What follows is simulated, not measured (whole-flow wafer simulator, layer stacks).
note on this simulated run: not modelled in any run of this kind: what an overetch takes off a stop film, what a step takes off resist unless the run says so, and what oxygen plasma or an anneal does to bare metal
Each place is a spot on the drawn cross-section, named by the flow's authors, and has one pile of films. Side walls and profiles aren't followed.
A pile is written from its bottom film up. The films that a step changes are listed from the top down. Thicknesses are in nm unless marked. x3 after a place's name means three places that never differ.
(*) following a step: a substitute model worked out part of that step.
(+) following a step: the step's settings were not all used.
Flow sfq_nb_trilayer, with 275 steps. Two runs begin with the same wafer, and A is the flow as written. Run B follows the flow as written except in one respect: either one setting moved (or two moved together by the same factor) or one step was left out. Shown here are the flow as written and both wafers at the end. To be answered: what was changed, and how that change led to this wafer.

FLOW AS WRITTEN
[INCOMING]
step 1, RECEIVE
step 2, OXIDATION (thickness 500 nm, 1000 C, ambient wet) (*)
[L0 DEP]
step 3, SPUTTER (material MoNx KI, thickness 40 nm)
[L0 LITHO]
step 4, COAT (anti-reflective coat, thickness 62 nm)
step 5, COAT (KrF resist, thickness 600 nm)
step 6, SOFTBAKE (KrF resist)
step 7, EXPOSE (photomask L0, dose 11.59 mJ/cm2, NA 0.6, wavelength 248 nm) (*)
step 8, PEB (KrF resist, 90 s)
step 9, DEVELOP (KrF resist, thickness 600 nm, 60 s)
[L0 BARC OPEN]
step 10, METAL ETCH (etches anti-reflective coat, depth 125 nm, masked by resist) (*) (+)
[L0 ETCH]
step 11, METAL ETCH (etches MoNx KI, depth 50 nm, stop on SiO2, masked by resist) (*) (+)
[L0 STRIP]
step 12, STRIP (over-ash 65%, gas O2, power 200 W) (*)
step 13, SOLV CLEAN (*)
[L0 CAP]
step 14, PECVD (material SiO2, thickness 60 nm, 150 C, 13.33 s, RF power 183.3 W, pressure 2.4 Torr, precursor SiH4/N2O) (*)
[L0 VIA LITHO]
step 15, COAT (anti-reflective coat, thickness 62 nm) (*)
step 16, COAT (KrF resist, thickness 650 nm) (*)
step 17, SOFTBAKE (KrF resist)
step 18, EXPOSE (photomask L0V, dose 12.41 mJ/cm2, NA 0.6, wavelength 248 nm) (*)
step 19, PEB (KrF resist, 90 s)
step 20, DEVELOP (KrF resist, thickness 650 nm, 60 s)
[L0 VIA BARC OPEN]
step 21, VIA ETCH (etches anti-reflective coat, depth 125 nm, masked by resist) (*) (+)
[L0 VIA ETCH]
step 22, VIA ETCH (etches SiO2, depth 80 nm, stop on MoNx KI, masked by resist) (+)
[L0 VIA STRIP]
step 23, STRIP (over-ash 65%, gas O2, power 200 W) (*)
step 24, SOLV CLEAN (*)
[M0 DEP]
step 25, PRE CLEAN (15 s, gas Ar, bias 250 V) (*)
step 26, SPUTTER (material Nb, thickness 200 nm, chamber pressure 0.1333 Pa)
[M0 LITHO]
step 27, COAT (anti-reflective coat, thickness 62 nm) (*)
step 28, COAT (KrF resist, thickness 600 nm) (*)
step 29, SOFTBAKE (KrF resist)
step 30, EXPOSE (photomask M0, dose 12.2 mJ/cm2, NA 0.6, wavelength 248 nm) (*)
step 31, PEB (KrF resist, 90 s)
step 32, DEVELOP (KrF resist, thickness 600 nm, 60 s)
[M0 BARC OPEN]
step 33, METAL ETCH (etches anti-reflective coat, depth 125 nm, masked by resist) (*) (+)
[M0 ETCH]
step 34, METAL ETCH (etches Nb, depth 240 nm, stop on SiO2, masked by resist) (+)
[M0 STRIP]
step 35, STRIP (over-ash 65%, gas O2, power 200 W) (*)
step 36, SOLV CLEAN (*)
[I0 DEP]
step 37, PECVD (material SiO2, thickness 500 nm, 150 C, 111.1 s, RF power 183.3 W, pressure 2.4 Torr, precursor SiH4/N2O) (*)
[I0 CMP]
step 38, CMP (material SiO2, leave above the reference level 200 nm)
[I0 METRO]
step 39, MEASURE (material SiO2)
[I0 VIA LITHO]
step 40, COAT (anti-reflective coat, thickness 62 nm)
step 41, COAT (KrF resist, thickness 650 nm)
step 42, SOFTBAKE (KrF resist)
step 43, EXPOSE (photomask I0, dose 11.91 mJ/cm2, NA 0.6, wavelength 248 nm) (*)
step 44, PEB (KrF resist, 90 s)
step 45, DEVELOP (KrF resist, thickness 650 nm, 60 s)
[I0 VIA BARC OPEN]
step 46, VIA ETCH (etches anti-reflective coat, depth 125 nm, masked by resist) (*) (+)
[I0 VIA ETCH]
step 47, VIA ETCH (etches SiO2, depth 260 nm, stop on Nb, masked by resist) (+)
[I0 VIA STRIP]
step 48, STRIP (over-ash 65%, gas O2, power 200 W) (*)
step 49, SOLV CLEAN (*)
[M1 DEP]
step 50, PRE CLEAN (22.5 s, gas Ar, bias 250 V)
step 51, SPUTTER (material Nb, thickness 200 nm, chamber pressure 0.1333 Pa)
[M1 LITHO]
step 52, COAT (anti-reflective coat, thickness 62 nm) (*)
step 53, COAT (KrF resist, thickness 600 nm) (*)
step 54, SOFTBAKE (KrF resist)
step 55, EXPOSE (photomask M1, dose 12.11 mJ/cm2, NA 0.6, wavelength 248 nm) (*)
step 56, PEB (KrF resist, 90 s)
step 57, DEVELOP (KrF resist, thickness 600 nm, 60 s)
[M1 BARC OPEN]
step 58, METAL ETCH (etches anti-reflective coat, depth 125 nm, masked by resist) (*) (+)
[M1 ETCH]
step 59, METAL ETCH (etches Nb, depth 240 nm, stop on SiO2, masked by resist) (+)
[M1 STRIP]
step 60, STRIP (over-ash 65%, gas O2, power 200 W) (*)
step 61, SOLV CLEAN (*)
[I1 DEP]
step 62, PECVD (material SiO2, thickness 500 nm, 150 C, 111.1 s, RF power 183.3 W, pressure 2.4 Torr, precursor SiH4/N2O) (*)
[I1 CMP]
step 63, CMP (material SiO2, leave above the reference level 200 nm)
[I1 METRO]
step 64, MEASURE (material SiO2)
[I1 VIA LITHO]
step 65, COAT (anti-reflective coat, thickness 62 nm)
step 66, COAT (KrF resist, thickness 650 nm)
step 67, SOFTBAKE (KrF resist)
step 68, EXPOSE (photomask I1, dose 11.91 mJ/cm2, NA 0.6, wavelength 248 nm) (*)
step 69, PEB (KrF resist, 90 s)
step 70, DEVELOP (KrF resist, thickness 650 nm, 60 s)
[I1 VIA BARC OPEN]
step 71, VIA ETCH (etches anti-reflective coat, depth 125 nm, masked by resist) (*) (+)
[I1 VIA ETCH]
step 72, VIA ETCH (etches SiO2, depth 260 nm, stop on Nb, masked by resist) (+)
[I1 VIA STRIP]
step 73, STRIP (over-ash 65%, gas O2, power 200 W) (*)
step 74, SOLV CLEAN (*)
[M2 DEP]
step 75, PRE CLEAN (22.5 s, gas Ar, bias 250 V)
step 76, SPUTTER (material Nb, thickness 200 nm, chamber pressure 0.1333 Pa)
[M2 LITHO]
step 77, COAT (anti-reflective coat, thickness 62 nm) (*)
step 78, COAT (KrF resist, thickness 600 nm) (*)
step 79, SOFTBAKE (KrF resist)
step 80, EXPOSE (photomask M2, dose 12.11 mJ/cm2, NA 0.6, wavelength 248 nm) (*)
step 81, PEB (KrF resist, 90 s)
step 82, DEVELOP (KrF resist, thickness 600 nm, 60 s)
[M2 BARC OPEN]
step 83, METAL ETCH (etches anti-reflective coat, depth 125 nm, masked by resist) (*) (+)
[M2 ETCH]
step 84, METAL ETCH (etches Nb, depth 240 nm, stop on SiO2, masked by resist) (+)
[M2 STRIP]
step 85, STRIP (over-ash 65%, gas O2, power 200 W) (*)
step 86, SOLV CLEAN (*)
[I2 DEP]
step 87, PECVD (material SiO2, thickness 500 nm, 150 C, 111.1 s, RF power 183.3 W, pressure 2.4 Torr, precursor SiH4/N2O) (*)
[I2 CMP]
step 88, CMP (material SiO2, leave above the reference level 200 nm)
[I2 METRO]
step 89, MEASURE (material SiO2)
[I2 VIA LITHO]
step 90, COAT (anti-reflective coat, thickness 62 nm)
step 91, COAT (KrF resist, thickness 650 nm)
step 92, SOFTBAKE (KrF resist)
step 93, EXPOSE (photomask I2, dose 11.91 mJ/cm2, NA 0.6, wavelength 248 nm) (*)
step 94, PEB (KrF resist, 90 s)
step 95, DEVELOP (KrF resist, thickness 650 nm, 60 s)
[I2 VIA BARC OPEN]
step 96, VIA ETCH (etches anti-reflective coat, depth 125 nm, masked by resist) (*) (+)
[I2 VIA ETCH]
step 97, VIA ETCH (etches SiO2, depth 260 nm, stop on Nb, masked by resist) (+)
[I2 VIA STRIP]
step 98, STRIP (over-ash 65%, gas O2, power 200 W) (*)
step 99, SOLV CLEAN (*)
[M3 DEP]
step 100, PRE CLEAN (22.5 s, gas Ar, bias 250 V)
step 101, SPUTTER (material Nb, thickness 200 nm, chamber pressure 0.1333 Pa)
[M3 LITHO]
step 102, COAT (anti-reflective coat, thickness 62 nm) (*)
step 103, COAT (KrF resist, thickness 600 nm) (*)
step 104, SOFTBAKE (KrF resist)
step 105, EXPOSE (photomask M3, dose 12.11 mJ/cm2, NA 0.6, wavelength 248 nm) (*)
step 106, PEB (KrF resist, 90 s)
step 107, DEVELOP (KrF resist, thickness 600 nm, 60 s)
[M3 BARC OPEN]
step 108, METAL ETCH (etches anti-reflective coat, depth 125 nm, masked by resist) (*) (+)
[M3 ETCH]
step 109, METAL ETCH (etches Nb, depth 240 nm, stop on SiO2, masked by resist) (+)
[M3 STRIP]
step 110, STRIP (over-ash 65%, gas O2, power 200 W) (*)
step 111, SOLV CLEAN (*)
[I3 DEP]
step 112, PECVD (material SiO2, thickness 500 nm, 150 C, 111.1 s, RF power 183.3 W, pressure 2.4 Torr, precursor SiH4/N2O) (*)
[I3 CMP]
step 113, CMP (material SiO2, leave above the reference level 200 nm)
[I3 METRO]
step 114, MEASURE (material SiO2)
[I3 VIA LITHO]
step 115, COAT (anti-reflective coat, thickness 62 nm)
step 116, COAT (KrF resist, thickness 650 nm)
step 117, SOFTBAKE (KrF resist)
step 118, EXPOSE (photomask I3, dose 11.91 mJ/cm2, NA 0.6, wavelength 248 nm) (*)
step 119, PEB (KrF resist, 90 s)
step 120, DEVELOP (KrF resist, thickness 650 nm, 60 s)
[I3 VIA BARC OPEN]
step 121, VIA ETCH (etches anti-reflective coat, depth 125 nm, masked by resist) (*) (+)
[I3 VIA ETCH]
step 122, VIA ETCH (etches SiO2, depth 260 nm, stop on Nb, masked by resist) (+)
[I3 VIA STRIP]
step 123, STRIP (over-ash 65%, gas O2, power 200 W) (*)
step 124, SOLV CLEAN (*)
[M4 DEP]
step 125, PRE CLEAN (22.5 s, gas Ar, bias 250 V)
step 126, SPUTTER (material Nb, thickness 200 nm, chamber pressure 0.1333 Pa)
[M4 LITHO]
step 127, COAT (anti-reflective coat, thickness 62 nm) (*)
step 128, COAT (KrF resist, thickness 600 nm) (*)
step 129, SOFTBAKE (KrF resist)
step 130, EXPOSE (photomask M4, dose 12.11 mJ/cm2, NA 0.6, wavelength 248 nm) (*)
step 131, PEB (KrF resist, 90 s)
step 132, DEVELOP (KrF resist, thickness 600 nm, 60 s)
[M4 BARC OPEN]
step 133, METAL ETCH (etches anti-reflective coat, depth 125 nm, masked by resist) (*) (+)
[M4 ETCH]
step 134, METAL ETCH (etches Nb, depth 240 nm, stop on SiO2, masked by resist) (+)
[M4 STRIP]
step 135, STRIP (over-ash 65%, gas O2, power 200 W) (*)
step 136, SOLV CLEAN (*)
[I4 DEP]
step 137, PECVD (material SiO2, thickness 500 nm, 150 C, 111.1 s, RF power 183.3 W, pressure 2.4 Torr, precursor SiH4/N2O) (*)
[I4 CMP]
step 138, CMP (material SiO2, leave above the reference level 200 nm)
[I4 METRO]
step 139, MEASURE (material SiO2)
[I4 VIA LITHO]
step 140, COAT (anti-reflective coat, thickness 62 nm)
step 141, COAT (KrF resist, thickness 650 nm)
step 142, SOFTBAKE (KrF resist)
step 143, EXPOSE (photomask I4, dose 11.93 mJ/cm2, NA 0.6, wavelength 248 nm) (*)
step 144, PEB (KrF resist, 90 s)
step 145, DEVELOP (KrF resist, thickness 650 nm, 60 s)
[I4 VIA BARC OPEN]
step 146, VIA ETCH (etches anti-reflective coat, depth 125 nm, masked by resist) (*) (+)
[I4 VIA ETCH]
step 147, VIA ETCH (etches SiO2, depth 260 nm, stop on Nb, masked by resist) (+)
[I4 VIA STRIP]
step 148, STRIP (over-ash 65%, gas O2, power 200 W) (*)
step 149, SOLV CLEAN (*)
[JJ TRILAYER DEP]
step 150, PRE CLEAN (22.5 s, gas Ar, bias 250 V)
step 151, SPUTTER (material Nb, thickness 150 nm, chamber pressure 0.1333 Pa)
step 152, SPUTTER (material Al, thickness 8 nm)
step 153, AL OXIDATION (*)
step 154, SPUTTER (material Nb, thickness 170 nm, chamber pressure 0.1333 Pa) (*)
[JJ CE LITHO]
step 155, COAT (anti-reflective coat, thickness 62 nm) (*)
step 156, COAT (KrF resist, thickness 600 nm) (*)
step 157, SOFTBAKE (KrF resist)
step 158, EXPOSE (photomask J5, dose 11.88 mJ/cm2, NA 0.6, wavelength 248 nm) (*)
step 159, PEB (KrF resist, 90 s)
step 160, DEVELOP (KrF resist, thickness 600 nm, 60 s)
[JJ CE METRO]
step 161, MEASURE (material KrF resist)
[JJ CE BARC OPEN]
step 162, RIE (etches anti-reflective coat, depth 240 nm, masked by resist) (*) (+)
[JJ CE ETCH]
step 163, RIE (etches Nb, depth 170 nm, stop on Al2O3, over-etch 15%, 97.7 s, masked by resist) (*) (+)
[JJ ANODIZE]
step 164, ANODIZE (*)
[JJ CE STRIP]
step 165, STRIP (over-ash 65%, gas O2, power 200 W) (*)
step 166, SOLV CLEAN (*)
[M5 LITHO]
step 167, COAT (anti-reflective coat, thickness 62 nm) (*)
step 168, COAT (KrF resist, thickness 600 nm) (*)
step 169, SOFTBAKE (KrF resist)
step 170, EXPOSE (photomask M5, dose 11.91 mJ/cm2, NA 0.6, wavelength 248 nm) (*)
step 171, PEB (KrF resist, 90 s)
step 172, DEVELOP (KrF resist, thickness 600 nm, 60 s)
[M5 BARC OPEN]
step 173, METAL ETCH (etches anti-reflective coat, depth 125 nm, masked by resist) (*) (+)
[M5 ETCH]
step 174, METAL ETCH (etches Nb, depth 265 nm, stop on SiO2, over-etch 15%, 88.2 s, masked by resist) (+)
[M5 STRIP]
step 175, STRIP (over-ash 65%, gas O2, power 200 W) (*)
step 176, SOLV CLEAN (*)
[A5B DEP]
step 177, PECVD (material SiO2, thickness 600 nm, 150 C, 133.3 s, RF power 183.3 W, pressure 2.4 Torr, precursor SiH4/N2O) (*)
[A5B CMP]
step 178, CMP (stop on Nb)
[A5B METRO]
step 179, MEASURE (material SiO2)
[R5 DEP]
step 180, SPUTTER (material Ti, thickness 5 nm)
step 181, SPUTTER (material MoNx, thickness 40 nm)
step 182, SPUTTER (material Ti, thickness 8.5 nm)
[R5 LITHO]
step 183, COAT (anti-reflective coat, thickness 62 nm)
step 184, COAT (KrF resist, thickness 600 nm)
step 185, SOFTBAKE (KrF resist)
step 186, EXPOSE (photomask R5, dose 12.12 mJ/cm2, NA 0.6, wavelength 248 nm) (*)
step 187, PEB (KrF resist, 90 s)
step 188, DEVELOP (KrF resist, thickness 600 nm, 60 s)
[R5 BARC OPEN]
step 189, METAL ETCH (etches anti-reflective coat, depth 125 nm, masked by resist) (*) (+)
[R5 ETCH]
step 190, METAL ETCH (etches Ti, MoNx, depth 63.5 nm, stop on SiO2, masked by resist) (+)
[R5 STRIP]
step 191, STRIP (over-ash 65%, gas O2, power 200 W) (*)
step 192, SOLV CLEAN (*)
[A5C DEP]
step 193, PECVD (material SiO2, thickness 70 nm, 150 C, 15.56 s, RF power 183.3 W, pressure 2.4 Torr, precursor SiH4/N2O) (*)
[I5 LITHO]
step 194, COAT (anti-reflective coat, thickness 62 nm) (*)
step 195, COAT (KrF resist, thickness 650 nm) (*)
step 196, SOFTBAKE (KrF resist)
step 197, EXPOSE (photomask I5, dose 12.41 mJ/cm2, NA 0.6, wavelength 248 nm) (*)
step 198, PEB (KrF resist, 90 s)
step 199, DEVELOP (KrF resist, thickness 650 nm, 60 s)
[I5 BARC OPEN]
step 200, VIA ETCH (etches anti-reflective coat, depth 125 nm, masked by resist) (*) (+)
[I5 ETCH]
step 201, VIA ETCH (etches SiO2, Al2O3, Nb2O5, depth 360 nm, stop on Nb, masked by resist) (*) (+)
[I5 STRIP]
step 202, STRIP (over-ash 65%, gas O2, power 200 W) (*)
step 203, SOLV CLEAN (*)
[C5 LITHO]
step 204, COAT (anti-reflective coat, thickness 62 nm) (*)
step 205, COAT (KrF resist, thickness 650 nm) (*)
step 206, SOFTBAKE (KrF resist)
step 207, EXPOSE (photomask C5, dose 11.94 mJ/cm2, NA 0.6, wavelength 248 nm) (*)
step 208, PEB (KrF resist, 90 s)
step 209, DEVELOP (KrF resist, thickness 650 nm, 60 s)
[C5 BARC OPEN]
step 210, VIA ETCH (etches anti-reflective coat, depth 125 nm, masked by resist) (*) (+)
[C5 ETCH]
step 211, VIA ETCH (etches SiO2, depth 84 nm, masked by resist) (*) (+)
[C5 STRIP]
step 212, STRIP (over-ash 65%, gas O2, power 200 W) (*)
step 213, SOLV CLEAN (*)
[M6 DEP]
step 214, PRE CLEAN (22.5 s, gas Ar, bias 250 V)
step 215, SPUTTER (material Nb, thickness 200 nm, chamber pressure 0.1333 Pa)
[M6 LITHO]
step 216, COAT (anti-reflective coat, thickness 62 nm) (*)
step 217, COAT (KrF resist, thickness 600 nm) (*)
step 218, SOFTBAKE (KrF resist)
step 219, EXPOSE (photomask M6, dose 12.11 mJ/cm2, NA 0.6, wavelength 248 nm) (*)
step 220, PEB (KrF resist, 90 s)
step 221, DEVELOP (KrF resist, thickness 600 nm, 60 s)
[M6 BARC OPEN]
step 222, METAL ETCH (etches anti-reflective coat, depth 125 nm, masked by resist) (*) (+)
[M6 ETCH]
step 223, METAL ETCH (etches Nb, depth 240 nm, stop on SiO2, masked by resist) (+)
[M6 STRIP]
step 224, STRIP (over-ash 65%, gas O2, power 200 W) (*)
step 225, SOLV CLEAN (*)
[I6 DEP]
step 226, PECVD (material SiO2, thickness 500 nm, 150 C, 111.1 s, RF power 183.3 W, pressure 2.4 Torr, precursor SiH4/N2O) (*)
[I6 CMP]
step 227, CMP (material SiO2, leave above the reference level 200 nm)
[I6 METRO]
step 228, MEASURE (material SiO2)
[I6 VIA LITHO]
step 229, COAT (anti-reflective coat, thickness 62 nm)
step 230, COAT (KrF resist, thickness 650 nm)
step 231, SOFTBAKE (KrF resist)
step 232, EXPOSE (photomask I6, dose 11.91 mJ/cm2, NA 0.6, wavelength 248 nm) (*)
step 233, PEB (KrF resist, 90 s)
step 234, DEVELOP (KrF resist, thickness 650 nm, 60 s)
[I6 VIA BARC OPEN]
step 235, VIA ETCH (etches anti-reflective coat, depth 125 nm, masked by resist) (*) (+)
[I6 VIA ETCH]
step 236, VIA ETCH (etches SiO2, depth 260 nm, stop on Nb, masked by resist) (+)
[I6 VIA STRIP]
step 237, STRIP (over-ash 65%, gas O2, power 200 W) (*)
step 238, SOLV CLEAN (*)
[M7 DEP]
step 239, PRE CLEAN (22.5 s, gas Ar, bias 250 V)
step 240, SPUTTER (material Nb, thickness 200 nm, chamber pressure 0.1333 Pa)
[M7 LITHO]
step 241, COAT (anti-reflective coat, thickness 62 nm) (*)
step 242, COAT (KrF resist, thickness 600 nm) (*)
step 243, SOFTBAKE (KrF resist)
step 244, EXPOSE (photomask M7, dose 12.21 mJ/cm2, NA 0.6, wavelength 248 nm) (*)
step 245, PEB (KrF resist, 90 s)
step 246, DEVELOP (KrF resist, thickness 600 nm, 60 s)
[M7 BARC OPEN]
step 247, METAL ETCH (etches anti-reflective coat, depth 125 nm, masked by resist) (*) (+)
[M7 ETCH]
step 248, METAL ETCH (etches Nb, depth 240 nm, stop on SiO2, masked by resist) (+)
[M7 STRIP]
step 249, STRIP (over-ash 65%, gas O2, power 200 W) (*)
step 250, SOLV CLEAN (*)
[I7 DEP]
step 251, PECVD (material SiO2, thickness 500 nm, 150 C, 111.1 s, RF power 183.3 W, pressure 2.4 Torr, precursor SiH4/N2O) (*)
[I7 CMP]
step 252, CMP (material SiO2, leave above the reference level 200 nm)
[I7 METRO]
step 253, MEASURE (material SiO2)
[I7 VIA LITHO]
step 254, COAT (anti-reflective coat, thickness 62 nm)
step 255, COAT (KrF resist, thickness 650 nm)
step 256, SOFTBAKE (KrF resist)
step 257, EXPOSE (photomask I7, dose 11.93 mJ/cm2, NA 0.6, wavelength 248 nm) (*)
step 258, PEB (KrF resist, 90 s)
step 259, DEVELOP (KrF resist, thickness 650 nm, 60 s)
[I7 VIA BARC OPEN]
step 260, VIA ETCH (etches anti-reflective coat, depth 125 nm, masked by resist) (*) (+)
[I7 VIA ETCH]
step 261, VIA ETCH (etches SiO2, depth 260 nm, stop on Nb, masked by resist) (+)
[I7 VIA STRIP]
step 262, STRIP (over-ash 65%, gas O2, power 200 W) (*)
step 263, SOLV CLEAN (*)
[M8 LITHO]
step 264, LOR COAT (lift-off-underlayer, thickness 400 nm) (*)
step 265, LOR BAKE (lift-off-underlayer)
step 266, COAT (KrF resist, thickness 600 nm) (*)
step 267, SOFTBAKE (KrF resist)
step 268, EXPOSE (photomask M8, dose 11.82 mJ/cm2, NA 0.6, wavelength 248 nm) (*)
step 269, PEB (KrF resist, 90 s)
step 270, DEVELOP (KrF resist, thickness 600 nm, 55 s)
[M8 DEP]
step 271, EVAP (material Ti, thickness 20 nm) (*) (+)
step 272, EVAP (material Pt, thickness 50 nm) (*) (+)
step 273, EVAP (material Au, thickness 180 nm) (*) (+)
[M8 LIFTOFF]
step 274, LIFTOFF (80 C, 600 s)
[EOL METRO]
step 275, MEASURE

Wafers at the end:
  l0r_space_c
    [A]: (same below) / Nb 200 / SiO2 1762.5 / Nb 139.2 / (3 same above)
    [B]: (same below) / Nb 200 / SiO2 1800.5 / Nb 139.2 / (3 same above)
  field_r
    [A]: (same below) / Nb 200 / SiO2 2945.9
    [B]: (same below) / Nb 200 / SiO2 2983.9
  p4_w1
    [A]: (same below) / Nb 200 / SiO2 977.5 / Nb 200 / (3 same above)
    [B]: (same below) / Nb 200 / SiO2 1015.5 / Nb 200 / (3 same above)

What caused this: step 76, SPUTTER: thickness 238 nm was run, whereas the flow has thickness 200 nm.

The path from the change to this, step by step:
  step 76, SPUTTER (material Nb, thickness 200 nm, chamber pressure 0.1333 Pa)
      field_l, v_sur, via_wl and 102 more: A +200 Nb (new film) | B +238 Nb (new film)
      via_v: A +174.5 Nb | B +208.1 Nb
  step 84, METAL ETCH (etches Nb, depth 240 nm, stop on SiO2, masked by resist) (+)
      field_l, be, be_sur and 81 more: A -200 Nb (all of it) | B -238 Nb (all of it)
  step 87, PECVD (material SiO2, thickness 500 nm, 150 C, 111.1 s, RF power 183.3 W, pressure 2.4 Torr, precursor SiH4/N2O) (*)
      via_v: A +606 SiO2 (new film) | B +585.9 SiO2 (new film)
  step 88, CMP (material SiO2, leave above the reference level 200 nm)
      field_l, be, be_sur and 81 more: A -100 SiO2 | B -62 SiO2
      via_v: A -181.6 SiO2 | B -157.1 SiO2
